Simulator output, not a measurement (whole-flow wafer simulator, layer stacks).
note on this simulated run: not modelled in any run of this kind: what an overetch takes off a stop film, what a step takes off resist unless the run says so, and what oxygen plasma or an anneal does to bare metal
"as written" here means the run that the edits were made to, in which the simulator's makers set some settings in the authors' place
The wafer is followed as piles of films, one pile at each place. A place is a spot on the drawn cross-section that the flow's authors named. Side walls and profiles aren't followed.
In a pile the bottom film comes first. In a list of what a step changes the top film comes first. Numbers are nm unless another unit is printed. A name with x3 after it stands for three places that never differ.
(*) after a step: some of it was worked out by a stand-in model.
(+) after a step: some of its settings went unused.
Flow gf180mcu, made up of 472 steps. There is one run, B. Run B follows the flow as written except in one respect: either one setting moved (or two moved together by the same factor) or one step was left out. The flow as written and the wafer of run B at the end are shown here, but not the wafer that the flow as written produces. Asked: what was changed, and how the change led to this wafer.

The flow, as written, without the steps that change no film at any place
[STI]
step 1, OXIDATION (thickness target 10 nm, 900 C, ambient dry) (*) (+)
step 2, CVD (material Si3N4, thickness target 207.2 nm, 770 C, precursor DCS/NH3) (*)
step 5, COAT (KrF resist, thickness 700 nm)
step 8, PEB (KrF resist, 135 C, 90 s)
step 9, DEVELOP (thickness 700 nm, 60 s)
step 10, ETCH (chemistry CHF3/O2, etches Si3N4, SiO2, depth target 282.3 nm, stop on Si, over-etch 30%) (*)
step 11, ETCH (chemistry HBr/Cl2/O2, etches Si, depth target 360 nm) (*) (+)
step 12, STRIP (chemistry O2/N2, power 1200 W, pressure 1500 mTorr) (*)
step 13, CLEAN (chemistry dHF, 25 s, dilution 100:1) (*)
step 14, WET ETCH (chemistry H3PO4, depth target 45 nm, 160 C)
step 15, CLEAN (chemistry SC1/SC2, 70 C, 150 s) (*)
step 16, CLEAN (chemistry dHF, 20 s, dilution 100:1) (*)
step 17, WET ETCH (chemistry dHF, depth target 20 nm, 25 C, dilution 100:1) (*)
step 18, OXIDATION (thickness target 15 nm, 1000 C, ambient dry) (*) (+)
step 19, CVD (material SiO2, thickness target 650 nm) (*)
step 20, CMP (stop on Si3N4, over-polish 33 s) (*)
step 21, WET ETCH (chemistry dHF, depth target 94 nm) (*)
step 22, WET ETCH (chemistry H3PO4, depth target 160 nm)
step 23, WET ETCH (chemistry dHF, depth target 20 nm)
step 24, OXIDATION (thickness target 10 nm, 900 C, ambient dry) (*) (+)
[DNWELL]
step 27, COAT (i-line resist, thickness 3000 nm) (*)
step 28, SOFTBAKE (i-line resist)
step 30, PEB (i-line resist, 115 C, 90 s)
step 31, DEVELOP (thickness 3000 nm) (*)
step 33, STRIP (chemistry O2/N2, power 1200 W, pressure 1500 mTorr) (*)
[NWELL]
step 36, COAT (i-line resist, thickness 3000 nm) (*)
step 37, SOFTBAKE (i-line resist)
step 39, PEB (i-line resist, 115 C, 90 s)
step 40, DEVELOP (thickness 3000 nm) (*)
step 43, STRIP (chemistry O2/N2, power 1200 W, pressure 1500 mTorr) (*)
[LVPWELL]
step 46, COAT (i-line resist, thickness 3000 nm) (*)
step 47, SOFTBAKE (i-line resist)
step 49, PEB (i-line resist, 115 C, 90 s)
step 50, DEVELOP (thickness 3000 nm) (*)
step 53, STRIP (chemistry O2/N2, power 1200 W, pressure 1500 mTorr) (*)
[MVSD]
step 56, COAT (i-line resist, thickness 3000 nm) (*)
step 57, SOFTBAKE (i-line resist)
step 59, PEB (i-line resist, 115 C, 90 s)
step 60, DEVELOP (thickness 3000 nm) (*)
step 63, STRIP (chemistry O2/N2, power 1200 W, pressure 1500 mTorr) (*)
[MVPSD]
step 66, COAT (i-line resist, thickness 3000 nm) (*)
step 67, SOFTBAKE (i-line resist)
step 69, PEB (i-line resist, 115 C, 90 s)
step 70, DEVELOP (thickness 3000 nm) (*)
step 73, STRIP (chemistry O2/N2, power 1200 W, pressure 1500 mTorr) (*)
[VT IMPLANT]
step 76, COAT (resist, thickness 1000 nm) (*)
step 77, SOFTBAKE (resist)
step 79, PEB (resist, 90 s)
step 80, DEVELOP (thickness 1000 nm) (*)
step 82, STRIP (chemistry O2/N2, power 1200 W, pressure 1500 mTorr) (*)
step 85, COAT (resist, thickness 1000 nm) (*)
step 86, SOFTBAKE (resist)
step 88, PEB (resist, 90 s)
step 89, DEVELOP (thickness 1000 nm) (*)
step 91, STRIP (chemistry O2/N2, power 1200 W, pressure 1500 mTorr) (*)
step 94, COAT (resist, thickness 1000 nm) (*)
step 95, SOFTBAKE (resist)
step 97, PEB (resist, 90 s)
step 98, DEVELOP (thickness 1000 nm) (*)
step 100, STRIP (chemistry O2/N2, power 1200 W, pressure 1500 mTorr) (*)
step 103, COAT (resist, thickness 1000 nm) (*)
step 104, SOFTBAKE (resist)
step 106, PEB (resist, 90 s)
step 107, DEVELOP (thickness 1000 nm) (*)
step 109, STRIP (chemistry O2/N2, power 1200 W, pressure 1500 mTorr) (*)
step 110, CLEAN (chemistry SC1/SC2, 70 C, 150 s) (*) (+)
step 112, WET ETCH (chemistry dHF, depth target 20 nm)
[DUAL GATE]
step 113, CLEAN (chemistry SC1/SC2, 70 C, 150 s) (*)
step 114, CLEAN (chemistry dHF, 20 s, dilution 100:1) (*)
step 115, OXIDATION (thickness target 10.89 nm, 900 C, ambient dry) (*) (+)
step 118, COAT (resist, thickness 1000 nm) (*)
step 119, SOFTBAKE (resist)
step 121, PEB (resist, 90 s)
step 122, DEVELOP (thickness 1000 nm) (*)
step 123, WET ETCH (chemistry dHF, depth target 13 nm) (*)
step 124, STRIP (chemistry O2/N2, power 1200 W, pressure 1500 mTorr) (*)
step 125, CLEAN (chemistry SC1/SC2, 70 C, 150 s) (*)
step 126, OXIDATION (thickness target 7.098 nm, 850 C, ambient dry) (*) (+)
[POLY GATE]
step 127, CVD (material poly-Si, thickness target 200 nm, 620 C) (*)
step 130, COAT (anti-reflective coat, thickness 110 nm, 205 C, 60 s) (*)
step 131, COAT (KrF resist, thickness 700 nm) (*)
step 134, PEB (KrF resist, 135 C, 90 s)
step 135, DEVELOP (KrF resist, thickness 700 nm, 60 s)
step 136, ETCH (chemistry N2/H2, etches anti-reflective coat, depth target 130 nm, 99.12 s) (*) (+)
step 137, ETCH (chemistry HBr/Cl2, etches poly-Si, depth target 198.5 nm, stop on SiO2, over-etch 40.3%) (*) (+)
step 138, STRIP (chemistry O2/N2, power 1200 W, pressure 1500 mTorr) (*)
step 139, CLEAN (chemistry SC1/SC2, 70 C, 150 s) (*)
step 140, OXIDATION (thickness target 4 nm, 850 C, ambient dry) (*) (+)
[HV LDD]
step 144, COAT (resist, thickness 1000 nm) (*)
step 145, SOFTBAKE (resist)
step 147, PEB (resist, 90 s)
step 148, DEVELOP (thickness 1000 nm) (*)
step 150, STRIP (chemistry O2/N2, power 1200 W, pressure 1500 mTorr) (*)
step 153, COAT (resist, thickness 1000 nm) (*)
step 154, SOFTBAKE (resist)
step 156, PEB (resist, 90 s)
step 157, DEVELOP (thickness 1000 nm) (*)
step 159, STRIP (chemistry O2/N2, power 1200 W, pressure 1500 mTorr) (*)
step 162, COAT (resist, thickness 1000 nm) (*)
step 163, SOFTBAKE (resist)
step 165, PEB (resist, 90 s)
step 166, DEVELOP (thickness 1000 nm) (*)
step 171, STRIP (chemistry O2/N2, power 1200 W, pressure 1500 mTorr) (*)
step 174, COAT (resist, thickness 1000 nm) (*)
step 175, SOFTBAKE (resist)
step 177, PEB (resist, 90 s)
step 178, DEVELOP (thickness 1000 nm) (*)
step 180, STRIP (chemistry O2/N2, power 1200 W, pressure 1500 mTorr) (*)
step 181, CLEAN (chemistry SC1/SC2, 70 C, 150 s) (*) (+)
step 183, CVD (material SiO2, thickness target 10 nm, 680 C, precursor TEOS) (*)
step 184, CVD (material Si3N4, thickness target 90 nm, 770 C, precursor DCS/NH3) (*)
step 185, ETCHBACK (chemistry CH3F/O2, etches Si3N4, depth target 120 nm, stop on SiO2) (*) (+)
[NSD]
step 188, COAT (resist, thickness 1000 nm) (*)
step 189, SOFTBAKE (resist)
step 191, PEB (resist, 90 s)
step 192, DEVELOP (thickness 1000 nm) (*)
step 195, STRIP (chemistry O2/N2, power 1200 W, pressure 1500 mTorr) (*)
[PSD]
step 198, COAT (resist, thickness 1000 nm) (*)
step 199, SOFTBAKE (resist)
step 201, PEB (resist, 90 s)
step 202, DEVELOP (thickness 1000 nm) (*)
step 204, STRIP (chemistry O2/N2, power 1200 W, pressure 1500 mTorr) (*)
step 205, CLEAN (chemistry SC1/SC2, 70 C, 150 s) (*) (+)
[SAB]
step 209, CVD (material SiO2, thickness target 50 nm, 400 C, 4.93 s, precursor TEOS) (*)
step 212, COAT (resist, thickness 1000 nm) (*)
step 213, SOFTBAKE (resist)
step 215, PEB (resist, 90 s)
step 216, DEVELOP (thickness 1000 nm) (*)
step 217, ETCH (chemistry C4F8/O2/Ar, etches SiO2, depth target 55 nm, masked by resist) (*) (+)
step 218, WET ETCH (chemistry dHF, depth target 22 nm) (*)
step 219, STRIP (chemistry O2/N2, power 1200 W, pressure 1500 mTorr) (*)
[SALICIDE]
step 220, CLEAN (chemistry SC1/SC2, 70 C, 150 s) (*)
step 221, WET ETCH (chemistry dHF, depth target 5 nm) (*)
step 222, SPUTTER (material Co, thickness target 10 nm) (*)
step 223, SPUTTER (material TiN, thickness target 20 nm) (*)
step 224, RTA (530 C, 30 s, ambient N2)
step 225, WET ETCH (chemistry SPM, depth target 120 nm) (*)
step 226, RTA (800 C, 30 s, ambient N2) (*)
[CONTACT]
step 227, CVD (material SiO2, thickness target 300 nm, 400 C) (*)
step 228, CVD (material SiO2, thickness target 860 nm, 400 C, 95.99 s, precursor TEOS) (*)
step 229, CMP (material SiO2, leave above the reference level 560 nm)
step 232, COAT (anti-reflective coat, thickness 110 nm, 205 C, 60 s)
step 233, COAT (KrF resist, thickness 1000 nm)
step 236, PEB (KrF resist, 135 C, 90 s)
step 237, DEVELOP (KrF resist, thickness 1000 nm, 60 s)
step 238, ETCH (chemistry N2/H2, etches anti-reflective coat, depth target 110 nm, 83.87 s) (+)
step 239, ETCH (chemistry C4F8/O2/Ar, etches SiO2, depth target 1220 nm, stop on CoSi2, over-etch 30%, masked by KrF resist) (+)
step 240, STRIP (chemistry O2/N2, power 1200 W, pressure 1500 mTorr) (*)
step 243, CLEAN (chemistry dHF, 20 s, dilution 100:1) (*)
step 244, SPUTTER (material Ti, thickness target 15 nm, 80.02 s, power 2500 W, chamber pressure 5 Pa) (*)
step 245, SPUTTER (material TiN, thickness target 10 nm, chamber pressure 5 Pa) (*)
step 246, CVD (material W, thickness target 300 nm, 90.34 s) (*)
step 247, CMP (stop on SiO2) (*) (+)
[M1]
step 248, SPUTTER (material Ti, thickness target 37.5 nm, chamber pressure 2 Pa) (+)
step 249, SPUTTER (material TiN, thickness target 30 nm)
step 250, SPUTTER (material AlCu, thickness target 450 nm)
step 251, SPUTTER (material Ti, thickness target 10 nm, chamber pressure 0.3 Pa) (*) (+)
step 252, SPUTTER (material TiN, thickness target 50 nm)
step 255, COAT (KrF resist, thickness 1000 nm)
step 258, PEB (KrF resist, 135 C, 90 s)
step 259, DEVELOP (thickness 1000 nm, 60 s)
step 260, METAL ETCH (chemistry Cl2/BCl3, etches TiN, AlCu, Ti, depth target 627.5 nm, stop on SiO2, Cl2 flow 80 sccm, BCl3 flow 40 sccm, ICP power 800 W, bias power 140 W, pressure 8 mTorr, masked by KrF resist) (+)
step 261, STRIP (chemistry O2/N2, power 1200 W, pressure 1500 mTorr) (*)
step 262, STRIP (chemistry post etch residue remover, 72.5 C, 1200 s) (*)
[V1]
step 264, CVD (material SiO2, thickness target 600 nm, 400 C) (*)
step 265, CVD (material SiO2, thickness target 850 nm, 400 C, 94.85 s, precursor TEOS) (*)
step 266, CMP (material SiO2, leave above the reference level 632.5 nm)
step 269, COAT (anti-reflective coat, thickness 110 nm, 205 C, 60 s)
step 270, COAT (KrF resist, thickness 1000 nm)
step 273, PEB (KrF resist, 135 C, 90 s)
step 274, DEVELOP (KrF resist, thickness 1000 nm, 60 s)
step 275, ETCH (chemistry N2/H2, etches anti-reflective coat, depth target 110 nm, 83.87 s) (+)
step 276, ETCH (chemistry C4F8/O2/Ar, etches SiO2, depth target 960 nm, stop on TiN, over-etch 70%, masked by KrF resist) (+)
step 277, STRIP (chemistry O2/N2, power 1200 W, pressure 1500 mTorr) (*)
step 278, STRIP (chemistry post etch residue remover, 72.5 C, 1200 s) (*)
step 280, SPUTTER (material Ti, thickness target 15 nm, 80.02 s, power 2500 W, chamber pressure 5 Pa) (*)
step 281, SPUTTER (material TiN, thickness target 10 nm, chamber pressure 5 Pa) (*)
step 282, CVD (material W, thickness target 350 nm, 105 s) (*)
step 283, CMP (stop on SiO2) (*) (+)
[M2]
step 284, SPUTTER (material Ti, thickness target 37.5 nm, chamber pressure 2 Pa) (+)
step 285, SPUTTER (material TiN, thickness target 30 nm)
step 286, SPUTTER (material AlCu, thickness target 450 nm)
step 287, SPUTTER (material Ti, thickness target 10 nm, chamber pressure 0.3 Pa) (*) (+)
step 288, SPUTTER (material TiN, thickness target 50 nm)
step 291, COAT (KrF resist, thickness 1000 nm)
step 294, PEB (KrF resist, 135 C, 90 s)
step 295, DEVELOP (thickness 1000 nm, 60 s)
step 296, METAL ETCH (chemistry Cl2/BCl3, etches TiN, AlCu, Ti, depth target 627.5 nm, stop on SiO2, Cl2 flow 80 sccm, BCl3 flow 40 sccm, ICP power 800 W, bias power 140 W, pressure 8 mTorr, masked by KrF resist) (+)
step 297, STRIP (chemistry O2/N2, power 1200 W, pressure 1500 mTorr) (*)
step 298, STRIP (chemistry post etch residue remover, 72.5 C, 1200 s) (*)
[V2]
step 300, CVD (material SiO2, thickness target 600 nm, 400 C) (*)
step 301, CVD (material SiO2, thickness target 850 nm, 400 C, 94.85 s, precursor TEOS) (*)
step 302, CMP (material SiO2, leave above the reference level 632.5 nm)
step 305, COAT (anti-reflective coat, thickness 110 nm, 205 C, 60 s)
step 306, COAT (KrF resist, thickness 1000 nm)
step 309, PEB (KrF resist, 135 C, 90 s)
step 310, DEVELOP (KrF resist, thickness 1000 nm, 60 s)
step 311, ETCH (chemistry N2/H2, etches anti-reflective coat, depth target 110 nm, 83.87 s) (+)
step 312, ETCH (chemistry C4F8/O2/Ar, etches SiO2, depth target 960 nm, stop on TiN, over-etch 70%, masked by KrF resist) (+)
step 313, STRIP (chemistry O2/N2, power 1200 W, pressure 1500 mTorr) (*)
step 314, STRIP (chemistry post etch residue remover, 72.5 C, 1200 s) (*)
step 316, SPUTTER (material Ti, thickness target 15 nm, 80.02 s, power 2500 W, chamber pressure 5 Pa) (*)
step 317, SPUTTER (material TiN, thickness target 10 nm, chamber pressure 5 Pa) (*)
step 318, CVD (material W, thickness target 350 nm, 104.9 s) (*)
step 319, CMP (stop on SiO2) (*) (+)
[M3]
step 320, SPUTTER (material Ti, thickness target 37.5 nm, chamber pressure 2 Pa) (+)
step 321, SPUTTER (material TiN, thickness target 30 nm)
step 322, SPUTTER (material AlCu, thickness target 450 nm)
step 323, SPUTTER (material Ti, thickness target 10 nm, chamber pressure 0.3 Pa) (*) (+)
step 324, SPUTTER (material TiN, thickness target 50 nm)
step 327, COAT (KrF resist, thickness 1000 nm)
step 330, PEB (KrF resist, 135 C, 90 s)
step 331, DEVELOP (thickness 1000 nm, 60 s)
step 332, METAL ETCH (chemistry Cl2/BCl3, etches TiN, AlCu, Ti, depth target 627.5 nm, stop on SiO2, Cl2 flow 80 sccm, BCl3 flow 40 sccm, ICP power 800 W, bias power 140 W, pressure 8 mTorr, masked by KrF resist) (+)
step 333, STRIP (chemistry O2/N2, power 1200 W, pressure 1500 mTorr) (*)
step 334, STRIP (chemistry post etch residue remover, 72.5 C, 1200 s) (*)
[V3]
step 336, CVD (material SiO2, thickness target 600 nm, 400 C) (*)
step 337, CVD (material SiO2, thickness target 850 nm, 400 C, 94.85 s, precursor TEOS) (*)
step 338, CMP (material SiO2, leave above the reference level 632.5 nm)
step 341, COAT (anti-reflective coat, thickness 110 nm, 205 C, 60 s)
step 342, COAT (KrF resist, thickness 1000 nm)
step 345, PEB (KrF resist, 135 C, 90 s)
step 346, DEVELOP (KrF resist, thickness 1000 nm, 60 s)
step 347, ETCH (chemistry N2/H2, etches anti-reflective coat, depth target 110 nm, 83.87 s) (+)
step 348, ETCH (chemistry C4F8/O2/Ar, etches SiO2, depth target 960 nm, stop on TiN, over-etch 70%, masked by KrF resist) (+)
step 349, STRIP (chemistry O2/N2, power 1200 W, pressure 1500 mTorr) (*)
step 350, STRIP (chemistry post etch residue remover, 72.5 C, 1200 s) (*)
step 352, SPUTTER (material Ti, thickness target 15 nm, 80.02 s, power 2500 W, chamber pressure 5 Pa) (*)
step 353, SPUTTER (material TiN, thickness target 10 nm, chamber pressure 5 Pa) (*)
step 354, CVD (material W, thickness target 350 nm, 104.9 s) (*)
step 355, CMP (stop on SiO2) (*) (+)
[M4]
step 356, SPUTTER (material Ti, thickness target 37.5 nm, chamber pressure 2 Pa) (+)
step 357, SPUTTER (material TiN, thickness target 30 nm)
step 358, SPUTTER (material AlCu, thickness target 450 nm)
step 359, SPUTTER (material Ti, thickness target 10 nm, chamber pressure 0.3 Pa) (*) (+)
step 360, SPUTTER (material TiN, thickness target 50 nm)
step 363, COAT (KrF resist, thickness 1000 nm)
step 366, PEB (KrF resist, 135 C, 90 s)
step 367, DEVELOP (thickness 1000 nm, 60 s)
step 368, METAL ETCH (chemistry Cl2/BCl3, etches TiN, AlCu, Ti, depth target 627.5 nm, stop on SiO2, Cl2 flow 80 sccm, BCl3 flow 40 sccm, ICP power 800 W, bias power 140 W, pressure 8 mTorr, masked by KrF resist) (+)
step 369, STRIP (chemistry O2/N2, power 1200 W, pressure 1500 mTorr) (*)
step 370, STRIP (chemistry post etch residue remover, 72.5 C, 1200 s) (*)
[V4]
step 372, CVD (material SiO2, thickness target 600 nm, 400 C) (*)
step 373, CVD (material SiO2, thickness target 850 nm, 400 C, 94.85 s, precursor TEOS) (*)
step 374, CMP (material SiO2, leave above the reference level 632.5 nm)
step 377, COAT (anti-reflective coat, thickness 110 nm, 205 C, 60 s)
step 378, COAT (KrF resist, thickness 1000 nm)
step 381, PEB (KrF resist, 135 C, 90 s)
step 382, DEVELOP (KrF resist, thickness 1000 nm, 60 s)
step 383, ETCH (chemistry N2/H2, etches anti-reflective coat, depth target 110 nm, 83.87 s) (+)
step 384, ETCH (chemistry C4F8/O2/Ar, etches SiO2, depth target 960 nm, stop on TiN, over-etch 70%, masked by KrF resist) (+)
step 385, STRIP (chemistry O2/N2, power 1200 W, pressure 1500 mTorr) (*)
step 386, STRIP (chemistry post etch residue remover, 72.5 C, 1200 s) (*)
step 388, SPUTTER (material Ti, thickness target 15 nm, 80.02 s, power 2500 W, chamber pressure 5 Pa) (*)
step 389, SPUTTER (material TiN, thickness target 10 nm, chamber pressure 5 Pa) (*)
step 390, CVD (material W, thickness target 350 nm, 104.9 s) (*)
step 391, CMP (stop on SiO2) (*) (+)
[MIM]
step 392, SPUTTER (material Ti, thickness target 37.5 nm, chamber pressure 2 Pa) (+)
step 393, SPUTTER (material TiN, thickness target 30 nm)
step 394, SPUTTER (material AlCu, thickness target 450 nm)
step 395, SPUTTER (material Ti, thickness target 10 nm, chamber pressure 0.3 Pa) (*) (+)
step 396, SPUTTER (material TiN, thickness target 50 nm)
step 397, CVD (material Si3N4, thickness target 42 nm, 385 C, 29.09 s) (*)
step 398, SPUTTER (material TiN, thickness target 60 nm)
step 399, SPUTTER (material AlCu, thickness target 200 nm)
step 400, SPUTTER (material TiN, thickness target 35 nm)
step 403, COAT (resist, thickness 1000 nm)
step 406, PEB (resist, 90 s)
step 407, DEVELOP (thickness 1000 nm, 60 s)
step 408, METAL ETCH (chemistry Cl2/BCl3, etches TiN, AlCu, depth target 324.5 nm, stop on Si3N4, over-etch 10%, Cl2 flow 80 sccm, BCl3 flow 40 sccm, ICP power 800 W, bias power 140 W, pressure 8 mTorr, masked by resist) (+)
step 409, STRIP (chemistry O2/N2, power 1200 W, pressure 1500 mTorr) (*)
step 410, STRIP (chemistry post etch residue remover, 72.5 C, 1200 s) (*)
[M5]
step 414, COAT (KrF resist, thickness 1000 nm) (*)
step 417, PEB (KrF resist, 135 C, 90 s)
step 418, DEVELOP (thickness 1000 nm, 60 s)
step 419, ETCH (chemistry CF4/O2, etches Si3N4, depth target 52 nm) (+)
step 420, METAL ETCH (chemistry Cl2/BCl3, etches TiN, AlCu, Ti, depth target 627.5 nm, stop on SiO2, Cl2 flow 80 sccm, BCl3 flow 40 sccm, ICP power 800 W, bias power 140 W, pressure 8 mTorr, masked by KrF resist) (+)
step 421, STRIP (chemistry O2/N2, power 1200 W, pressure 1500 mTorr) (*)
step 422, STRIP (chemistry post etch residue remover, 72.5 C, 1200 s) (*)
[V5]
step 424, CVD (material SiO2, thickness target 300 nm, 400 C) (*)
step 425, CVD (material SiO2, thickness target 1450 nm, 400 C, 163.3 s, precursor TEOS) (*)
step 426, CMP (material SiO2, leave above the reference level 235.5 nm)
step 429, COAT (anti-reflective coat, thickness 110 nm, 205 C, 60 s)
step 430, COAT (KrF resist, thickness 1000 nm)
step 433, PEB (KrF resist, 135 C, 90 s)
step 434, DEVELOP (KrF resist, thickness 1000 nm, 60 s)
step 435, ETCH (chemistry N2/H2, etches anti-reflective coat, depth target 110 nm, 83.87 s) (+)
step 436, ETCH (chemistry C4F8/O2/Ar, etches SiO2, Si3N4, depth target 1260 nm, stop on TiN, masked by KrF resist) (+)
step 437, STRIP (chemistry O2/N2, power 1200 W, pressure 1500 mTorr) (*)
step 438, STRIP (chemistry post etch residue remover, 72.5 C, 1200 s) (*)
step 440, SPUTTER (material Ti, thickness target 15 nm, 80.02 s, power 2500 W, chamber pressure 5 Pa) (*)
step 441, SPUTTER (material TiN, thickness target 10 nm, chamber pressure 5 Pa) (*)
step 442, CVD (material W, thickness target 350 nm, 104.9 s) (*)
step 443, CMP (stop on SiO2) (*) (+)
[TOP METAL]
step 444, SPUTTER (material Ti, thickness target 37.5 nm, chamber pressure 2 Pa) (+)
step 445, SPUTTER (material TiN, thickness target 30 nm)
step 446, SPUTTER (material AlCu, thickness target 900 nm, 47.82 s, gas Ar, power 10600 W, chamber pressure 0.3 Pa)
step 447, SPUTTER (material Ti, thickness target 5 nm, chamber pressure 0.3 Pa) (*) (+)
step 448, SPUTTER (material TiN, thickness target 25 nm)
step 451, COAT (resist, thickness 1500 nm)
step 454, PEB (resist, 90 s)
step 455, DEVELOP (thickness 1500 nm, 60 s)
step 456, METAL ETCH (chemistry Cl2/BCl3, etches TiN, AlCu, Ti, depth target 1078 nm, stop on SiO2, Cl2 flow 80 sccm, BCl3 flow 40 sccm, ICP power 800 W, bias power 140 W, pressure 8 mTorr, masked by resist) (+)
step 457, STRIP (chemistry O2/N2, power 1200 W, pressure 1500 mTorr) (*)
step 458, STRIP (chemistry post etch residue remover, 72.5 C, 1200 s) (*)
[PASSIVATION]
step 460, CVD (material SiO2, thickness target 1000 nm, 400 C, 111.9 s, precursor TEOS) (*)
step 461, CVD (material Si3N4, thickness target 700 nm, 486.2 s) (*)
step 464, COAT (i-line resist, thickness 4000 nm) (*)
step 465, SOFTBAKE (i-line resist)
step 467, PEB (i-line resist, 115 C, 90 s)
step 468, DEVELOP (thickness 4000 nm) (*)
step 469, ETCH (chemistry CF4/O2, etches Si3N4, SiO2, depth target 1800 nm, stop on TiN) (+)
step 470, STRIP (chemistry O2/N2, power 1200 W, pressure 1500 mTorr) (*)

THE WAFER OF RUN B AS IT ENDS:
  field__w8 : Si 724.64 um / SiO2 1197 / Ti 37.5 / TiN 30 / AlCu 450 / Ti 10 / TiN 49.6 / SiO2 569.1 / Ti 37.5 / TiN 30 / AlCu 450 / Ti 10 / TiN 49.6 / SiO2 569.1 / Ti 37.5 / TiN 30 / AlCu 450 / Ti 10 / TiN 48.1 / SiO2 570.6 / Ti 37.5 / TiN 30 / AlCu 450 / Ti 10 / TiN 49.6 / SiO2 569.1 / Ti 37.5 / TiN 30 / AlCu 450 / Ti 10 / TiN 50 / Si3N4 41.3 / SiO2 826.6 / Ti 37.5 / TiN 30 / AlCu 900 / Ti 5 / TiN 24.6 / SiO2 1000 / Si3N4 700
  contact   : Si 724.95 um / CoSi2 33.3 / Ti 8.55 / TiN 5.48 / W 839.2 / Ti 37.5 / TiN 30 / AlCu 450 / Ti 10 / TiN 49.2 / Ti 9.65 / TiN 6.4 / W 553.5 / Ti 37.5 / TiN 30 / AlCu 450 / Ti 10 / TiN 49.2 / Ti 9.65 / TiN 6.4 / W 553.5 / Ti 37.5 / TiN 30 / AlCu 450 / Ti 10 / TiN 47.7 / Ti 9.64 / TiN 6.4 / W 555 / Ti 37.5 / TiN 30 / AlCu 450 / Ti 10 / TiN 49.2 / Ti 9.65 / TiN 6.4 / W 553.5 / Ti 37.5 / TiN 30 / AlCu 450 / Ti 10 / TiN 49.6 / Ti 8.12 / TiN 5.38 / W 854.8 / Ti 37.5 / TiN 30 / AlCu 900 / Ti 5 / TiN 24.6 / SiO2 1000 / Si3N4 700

Cause: step 324, SPUTTER: thickness target 48.5 nm was run, while the flow as written has thickness target 50 nm.

Step by step, how the change led to this:
  step 324, SPUTTER (material TiN, thickness target 50 nm)
      field, field__w1, field__w2 and 108 more: TiN gains 48.5 (new film) (as written it would have been: TiN gains 50 (new film))
  step 332, METAL ETCH (chemistry Cl2/BCl3, etches TiN, AlCu, Ti, depth target 627.5 nm, stop on SiO2, Cl2 flow 80 sccm, BCl3 flow 40 sccm, ICP power 800 W, bias power 140 W, pressure 8 mTorr, masked by KrF resist) (+)
      field, field__w1, field__w2 and 103 more: TiN loses 48.5 (all of it), Ti loses 10 (all of it), AlCu loses 450 (all of it), TiN loses 30 (all of it), Ti loses 37.5 (all of it) (as written it would have been: TiN loses 50 (all of it), Ti loses 10 (all of it), AlCu loses 450 (all of it), TiN loses 30 (all of it), Ti loses 37.5 (all of it))
